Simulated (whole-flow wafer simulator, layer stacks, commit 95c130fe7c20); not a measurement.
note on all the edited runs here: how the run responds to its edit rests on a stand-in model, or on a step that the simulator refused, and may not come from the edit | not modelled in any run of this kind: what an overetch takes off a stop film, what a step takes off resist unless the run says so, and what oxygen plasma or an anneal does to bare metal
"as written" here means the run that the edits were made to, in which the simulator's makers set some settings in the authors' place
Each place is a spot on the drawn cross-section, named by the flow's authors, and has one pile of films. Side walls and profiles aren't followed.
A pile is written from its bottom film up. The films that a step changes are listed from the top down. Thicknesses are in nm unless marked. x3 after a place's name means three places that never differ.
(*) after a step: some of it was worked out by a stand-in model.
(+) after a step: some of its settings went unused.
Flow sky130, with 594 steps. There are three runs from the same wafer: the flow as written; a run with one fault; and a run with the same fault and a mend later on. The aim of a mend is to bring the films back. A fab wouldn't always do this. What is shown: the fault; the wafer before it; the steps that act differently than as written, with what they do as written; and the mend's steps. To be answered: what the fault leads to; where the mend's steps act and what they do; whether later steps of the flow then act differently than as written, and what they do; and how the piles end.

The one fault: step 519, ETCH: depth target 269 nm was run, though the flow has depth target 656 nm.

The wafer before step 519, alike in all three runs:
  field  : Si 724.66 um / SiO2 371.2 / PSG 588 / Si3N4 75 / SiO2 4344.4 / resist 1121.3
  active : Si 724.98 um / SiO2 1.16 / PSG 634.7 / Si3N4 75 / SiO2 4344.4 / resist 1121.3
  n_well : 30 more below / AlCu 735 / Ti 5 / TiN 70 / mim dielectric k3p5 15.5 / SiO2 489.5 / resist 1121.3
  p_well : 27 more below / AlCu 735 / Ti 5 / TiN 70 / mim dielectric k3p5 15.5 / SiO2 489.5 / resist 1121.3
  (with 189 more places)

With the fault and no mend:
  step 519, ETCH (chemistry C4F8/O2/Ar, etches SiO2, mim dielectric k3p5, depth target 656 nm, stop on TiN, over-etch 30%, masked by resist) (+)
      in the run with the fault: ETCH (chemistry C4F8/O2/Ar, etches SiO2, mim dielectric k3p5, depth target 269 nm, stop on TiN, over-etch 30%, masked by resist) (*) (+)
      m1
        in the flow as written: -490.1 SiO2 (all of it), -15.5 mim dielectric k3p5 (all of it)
        in the run with the fault: -269 SiO2
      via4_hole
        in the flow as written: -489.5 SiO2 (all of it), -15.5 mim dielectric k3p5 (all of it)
        in the run with the fault: -269 SiO2
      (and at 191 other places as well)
  Later steps of the flow acting differently than as written (not shown: 1 more step that differs only slightly, by at most 2% or 0.5 nm, whichever is larger):
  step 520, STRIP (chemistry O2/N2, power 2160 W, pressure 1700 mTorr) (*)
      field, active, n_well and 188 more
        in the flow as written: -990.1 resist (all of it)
        in the run with the fault: -1067.5 resist (all of it)
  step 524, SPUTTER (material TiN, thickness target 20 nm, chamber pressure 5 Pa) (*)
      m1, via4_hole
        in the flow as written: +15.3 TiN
        in the run with the fault: +17.1 TiN (new film)
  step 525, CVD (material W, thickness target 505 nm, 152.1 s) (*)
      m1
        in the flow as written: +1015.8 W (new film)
        in the run with the fault: +580.2 W (new film)
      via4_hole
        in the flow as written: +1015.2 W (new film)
        in the run with the fault: +581.9 W (new film)
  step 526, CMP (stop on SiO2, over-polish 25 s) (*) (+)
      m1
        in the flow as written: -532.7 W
        in the run with the fault: -335.9 W
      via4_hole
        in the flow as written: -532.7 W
        in the run with the fault: -337.7 W
  By the end, the piles at m1, via4_hole depart from the flow's by more than 2% or 0.5 nm, whichever is larger.
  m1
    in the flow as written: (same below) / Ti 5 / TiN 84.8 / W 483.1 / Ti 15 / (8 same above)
    in the run with the fault: (same below) / Ti 5 / TiN 70 / mim dielectric k3p5 15.5 / SiO2 221.1 / TiN 17.1 / W 244.2 / Ti 15 / (8 same above)
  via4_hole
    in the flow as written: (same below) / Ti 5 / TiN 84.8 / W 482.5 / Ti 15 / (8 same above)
    in the run with the fault: (same below) / Ti 5 / TiN 70 / mim dielectric k3p5 15.5 / SiO2 220.5 / TiN 17.1 / W 244.2 / Ti 15 / (8 same above)

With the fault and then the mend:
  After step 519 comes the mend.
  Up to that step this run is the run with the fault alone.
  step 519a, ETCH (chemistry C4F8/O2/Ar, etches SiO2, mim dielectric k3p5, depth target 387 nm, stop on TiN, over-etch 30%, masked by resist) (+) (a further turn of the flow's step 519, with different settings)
      field, active, n_well and 188 more
        -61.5 resist
      m1
        -221.1 SiO2 (all of it), -15.5 mim dielectric k3p5 (all of it)
      via4_hole
        -220.5 SiO2 (all of it), -15.5 mim dielectric k3p5 (all of it)
  None of the later steps of the flow differs from how it acts as written, at any place that is followed, by more than 2% or 0.5 nm, whichever is larger.
  At every place that both follow, the piles at the end match the flow's.
